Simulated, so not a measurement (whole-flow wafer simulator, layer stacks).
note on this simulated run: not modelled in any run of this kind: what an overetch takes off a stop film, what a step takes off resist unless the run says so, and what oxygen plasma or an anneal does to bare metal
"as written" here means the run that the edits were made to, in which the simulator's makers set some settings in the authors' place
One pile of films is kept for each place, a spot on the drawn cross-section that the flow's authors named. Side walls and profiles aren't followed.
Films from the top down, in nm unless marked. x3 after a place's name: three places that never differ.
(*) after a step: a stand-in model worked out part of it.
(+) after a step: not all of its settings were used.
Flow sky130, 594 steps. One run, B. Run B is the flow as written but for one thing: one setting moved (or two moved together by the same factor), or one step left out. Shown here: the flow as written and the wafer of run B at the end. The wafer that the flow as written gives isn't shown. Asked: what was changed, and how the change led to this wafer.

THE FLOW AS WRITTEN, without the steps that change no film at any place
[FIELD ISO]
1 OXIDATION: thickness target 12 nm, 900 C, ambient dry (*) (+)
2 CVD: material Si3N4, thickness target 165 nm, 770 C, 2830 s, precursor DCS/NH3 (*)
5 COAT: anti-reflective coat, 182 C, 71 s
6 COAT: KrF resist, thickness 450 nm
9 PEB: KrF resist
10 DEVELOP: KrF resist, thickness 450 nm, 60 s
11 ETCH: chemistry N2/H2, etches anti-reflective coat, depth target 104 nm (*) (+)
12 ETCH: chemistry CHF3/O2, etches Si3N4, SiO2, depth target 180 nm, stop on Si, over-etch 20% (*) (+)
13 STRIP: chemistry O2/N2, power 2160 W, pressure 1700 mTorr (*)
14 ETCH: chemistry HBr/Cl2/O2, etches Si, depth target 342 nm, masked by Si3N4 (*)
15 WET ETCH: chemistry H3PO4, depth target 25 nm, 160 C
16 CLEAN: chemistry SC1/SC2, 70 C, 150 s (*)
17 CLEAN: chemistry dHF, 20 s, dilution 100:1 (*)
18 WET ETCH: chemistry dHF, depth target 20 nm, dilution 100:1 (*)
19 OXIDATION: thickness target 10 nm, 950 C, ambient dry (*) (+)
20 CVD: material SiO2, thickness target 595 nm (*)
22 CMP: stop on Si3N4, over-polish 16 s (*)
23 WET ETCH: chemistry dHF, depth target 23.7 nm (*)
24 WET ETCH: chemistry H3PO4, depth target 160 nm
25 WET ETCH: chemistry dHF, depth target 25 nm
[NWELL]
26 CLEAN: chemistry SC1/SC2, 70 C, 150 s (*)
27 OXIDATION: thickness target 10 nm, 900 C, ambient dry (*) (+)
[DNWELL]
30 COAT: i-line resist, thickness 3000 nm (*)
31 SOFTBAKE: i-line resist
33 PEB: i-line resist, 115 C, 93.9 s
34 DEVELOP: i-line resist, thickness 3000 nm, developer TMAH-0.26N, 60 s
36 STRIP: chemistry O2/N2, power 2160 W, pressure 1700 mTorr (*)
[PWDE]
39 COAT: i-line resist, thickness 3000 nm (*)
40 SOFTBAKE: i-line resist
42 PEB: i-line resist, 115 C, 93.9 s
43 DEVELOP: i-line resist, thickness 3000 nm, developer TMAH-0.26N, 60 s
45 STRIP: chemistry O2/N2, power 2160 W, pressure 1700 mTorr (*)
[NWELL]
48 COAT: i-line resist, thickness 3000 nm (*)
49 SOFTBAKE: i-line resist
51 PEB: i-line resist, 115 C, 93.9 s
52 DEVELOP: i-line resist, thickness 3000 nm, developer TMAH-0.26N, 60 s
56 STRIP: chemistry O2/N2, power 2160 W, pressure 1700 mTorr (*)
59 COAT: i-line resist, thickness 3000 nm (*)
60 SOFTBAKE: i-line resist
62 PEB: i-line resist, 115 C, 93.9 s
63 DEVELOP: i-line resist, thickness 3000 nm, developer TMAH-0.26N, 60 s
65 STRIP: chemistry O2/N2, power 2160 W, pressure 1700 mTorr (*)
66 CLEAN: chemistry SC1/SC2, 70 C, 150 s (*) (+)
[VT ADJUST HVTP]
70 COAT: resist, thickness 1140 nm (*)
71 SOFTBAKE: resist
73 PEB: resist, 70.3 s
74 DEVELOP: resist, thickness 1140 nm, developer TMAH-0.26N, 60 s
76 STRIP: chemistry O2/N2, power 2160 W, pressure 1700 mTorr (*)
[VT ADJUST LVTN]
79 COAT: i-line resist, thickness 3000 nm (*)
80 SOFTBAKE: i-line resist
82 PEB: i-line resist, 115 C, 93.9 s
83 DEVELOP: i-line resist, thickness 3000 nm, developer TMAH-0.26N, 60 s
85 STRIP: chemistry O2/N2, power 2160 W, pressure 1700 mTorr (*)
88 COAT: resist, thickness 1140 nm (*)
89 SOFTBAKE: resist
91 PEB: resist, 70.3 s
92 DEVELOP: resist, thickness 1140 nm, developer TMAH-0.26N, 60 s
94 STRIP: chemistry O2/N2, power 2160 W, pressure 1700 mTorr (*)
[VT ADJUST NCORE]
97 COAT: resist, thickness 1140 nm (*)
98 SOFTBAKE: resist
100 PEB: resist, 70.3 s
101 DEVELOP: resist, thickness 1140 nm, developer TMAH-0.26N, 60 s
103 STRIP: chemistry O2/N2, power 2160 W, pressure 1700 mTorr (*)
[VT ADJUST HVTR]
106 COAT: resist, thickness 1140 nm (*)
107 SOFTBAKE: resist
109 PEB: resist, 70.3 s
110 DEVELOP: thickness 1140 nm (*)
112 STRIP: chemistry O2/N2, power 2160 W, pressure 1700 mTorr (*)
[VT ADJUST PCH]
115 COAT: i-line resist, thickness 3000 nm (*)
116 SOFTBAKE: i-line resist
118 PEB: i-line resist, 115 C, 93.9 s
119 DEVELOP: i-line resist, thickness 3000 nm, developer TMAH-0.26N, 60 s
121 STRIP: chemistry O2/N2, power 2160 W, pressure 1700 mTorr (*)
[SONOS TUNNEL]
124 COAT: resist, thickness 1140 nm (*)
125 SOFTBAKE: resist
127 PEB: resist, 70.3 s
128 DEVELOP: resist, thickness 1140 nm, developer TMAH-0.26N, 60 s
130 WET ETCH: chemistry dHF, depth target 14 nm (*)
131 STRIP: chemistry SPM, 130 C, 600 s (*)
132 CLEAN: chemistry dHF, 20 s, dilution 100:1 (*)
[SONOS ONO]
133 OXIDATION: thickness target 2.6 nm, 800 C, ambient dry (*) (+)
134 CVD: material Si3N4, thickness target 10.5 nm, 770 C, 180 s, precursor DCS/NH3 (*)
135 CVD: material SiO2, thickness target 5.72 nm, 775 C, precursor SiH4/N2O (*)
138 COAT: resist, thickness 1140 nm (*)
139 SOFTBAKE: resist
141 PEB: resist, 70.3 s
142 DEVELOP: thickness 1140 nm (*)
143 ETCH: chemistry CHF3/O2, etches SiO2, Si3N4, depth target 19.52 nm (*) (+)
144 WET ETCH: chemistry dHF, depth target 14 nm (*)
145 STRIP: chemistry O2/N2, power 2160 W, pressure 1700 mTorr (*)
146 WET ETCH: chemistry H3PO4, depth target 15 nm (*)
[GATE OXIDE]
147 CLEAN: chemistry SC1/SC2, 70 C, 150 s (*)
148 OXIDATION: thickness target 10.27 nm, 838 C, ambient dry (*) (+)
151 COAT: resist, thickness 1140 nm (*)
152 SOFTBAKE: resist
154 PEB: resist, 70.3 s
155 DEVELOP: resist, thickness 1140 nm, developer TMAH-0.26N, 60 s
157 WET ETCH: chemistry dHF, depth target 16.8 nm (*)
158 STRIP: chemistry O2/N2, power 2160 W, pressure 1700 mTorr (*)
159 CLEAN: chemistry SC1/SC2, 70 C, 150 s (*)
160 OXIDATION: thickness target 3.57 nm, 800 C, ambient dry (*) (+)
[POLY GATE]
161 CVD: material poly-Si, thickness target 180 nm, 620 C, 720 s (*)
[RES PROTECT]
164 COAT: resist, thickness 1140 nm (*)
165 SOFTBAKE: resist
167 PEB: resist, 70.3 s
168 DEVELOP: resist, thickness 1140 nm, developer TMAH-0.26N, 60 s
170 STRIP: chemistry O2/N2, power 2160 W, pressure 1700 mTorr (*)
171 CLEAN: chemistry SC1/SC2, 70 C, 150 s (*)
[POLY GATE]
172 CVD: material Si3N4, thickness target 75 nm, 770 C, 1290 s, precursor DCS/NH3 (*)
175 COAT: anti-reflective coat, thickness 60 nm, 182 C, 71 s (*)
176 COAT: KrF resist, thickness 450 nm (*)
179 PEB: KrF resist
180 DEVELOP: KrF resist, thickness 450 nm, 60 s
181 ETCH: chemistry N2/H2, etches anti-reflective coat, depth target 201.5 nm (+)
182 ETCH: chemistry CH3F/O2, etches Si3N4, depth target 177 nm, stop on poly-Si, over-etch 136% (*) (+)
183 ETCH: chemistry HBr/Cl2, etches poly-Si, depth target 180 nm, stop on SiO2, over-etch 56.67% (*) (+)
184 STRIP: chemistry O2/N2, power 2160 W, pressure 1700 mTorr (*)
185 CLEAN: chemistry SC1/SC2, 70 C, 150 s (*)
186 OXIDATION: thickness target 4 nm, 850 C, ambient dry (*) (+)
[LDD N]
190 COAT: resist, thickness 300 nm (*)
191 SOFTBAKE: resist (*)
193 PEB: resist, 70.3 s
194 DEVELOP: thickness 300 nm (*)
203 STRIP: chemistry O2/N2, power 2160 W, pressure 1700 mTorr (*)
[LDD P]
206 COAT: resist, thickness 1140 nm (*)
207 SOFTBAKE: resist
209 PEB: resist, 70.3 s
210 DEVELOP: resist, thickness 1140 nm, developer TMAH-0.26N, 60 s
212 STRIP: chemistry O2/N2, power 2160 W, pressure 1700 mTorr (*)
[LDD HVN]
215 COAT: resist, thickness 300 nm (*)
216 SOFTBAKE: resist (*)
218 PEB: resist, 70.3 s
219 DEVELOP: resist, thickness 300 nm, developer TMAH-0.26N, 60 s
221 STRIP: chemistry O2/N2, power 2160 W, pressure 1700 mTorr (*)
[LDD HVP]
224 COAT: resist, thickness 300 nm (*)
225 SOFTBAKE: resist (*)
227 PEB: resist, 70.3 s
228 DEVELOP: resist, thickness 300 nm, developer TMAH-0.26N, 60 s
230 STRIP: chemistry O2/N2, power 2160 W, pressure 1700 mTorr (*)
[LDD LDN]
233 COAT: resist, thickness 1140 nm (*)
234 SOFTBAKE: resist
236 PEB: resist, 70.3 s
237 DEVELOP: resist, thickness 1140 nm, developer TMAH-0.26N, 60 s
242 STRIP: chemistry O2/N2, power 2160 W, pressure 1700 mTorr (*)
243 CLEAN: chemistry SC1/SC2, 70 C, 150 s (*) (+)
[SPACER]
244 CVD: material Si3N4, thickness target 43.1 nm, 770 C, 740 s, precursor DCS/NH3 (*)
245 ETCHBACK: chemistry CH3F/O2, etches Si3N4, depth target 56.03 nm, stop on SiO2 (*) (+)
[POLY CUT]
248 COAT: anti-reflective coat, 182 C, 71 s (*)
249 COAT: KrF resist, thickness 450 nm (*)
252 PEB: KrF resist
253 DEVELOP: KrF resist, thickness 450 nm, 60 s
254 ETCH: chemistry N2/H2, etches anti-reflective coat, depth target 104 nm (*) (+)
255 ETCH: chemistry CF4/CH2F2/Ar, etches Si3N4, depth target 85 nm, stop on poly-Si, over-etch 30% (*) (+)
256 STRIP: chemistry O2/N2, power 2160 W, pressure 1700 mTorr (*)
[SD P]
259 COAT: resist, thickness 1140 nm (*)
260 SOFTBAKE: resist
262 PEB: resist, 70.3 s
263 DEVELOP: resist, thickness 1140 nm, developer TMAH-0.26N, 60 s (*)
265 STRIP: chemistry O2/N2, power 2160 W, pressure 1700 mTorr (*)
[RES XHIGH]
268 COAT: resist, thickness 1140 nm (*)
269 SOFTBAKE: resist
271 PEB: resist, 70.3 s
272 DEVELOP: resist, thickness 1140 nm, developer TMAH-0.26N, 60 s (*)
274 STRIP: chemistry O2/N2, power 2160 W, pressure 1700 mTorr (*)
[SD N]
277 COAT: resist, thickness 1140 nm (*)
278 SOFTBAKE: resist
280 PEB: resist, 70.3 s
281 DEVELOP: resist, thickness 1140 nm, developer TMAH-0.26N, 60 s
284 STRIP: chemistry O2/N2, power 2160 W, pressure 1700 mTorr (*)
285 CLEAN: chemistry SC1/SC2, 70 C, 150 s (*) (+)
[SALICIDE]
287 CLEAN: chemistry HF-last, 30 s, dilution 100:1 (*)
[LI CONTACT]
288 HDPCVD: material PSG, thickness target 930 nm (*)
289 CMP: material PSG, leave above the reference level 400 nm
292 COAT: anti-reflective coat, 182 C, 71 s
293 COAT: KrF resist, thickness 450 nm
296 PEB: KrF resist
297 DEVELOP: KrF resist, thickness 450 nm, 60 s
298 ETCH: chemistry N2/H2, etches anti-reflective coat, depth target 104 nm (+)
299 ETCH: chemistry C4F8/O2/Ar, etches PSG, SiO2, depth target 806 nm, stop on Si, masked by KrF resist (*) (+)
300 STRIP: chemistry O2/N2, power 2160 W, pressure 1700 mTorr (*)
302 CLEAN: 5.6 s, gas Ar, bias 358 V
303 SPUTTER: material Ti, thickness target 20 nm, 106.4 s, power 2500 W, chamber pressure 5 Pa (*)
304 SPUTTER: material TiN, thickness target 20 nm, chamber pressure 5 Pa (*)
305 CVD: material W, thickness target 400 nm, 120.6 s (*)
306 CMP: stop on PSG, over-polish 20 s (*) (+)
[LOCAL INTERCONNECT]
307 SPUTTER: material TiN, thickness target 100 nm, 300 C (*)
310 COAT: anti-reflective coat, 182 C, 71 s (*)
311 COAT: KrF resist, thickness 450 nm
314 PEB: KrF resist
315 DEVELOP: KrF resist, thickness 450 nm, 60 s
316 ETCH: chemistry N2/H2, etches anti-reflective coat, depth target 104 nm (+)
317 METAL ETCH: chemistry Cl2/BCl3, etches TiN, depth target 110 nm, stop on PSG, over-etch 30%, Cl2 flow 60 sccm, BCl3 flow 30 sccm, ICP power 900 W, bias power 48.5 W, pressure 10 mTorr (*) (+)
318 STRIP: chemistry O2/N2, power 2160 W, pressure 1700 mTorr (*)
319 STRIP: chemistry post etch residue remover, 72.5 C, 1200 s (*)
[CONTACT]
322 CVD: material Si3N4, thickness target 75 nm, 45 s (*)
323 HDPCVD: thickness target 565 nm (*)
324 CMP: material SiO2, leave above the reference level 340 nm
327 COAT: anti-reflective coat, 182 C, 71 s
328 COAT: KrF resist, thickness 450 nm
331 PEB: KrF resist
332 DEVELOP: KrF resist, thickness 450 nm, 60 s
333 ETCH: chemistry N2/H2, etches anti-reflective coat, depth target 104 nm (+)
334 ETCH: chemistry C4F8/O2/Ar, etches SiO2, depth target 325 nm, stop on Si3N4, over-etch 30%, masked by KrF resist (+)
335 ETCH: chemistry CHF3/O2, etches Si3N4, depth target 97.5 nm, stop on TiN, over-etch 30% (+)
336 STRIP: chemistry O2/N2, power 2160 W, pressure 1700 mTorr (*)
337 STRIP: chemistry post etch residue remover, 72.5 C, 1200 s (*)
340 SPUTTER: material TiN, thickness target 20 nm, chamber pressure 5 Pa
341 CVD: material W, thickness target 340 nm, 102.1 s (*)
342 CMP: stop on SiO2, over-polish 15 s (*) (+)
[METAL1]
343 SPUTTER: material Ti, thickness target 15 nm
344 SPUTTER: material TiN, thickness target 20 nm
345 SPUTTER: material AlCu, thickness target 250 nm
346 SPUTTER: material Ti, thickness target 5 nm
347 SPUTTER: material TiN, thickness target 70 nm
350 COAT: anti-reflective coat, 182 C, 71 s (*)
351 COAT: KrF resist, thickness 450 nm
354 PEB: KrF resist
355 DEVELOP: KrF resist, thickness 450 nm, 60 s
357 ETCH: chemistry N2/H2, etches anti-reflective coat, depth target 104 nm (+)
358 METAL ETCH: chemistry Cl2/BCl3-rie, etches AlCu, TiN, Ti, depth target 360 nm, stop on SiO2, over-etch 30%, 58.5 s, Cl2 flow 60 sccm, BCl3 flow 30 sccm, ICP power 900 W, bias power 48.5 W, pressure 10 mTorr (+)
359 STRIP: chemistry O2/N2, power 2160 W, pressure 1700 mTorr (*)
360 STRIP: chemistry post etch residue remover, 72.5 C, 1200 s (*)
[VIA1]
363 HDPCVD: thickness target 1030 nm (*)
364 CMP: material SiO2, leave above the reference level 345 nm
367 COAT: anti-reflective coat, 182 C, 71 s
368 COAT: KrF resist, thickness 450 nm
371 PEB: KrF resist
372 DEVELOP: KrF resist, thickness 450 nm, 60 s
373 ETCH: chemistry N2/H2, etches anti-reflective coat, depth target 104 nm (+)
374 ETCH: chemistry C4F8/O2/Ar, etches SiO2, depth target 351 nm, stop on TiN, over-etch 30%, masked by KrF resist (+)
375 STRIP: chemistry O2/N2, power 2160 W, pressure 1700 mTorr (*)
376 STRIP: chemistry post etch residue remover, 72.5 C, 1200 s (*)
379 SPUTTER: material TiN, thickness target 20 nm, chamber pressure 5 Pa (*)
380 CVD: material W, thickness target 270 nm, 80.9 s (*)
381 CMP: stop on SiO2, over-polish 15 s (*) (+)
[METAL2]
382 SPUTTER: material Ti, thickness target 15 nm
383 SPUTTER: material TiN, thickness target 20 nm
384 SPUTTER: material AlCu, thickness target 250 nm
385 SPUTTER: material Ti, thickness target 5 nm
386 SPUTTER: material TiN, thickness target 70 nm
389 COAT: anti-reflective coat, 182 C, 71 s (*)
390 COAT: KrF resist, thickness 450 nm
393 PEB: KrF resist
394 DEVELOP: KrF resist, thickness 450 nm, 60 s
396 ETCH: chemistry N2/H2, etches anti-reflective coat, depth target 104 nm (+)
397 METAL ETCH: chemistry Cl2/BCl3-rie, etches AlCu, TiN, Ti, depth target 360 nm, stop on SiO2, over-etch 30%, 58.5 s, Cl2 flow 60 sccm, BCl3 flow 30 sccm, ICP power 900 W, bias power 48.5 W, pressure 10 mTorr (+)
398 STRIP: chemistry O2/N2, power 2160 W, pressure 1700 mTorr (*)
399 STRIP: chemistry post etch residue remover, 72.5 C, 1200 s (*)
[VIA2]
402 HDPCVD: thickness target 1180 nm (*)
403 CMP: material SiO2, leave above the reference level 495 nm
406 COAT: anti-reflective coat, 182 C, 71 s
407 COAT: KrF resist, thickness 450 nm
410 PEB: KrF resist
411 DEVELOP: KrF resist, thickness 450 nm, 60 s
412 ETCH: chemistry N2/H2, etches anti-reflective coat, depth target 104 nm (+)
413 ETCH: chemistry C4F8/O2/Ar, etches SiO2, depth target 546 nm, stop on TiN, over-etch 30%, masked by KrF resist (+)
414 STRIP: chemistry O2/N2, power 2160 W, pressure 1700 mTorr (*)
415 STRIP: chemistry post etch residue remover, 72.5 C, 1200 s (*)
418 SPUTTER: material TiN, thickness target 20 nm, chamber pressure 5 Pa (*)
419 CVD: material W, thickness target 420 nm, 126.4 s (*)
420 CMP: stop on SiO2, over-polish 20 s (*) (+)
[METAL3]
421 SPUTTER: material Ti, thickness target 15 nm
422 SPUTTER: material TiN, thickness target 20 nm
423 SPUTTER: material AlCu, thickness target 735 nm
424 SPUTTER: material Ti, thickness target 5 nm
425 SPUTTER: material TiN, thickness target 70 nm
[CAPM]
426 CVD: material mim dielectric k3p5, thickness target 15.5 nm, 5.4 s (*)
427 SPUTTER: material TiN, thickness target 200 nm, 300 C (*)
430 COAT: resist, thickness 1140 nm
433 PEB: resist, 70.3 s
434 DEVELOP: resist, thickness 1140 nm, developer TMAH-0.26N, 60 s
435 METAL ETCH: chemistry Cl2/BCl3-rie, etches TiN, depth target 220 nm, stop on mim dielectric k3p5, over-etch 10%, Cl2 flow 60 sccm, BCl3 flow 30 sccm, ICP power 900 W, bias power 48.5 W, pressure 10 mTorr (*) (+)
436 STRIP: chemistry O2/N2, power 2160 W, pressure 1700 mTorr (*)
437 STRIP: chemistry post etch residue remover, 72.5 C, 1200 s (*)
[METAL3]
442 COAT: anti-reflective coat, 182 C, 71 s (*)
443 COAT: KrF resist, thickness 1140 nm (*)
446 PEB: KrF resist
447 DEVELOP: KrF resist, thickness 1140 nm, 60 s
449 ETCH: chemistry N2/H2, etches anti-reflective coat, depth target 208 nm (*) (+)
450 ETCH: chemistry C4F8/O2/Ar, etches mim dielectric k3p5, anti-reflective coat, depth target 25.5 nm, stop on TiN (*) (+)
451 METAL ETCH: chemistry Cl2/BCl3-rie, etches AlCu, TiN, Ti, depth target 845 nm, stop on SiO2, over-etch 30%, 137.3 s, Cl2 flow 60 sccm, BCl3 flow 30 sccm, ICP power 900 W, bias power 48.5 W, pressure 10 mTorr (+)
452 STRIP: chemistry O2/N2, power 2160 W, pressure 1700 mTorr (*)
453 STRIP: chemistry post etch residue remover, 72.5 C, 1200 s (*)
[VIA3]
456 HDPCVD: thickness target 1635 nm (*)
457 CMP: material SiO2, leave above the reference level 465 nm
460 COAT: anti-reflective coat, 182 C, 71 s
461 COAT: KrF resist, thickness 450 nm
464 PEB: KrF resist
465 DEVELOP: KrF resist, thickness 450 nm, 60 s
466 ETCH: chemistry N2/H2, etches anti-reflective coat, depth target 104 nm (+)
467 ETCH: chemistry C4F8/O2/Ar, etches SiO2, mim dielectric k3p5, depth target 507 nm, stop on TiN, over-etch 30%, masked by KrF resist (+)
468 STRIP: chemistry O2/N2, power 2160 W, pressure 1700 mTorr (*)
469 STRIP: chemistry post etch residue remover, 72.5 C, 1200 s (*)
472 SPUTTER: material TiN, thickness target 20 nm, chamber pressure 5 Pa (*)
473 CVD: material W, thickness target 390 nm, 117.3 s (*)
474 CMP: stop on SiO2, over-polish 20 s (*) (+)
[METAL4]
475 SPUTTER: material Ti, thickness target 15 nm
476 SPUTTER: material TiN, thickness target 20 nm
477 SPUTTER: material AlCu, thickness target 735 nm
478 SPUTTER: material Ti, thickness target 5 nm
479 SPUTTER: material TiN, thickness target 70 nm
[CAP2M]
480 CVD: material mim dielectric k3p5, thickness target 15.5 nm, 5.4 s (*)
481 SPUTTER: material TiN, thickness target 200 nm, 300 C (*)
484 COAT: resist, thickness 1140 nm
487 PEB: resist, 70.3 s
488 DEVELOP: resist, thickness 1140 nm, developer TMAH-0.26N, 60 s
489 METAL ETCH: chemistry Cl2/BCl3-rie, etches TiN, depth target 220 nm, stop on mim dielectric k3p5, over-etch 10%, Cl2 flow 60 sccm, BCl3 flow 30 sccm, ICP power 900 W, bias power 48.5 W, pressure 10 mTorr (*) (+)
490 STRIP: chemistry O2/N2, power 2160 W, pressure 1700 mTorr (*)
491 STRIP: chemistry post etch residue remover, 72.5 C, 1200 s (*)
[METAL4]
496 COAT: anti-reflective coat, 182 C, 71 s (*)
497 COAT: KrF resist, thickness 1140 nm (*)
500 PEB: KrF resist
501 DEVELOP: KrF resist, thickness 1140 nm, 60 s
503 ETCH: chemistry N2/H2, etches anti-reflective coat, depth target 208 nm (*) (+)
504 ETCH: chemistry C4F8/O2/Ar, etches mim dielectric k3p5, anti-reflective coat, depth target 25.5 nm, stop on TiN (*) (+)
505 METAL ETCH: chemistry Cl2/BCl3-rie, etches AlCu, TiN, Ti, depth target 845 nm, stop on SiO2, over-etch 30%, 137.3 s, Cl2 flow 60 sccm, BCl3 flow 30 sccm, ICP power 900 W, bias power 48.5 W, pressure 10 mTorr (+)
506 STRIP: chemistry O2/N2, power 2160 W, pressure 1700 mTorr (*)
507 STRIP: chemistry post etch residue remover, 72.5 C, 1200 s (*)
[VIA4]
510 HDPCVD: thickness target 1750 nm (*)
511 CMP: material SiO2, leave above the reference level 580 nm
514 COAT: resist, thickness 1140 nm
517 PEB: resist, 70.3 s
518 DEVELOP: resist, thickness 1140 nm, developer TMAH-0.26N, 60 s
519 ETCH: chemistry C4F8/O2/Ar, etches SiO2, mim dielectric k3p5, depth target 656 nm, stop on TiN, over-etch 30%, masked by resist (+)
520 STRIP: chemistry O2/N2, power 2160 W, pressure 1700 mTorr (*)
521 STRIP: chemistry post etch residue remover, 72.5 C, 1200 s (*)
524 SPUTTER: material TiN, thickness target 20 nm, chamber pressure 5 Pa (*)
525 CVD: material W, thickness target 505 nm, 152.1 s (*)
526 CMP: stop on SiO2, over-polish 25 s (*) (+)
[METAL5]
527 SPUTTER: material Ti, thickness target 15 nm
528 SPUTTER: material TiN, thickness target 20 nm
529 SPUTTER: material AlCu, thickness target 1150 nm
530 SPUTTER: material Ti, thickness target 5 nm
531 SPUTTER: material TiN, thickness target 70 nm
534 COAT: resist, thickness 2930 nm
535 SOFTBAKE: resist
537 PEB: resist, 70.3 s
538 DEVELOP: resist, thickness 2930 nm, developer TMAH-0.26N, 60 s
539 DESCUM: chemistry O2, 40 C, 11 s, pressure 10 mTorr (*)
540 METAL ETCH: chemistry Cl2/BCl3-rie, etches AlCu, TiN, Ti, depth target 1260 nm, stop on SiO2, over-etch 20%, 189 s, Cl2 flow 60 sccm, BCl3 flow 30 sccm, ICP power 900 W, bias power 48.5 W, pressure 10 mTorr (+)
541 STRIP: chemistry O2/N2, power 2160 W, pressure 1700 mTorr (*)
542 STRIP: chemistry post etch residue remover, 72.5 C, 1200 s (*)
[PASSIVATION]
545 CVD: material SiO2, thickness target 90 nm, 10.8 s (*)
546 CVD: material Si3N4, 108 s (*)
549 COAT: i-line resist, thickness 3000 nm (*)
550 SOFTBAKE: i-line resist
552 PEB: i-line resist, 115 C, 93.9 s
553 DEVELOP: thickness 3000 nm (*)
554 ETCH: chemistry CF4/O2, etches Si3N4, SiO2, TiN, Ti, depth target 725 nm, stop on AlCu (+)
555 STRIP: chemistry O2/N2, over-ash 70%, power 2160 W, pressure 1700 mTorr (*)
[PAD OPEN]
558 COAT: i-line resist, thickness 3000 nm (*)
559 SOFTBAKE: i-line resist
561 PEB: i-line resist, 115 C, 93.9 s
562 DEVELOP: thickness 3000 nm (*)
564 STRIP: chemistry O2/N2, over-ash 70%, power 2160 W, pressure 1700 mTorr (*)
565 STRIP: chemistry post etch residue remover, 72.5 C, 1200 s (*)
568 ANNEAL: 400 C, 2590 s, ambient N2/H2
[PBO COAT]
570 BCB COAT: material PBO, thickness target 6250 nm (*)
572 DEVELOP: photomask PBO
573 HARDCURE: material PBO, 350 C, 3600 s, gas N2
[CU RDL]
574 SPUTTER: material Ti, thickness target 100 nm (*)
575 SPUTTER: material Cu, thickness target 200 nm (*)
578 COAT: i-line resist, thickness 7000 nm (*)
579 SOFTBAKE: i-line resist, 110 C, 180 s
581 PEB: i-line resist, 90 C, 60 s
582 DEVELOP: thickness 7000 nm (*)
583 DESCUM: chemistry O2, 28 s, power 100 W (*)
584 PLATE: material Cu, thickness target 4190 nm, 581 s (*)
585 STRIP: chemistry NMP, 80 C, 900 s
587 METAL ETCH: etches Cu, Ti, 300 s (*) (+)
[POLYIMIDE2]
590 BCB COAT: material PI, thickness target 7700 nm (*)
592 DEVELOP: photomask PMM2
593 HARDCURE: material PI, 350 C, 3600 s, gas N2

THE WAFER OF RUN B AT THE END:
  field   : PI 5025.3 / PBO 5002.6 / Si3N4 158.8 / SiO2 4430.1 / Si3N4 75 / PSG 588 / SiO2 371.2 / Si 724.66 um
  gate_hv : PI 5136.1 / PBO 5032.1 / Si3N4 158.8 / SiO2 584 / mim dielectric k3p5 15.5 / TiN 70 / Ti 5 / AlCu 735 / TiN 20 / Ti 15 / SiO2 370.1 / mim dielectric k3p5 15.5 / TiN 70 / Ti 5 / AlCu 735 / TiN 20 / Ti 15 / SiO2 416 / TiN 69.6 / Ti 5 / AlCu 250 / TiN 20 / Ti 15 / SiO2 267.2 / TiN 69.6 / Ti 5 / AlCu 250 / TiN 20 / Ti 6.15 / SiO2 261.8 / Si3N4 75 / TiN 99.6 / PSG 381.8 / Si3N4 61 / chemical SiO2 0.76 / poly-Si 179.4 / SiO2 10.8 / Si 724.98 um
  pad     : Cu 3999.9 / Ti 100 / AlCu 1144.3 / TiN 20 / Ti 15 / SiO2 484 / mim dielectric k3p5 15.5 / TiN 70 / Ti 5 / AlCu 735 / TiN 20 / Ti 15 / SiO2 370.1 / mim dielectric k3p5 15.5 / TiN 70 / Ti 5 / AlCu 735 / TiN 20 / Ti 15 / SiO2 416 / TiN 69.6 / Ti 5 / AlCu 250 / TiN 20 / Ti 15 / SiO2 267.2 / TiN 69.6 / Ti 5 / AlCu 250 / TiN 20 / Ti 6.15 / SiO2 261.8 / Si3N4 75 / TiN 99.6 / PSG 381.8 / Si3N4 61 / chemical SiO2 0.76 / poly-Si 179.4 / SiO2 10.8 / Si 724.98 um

The cause: step 343, SPUTTER: thickness target 6.15 nm was run, where the flow has thickness target 15 nm.
It can be read off the wafer: gate_hv has Ti 6.15, and step 343 as written asks for 15 nm.

How the change led to this, step by step:
  343 SPUTTER: material Ti, thickness target 15 nm
      field, active, n_well and 188 more: Ti +6.15 (new film) (as written it would be: Ti +15 (new film))
  358 METAL ETCH: chemistry Cl2/BCl3-rie, etches AlCu, TiN, Ti, depth target 360 nm, stop on SiO2, over-etch 30%, 58.5 s, Cl2 flow 60 sccm, BCl3 flow 30 sccm, ICP power 900 W, bias power 48.5 W, pressure 10 mTorr (+)
      field, active, gate and 81 more: TiN -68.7 (all of it), Ti -5 (all of it), AlCu -250 (all of it), TiN -20 (all of it), Ti -6.15 (all of it), SiO2 -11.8 (as written it would be: TiN -68.7 (all of it), Ti -5 (all of it), AlCu -250 (all of it), TiN -20 (all of it), Ti -15 (all of it), SiO2 -10.9)
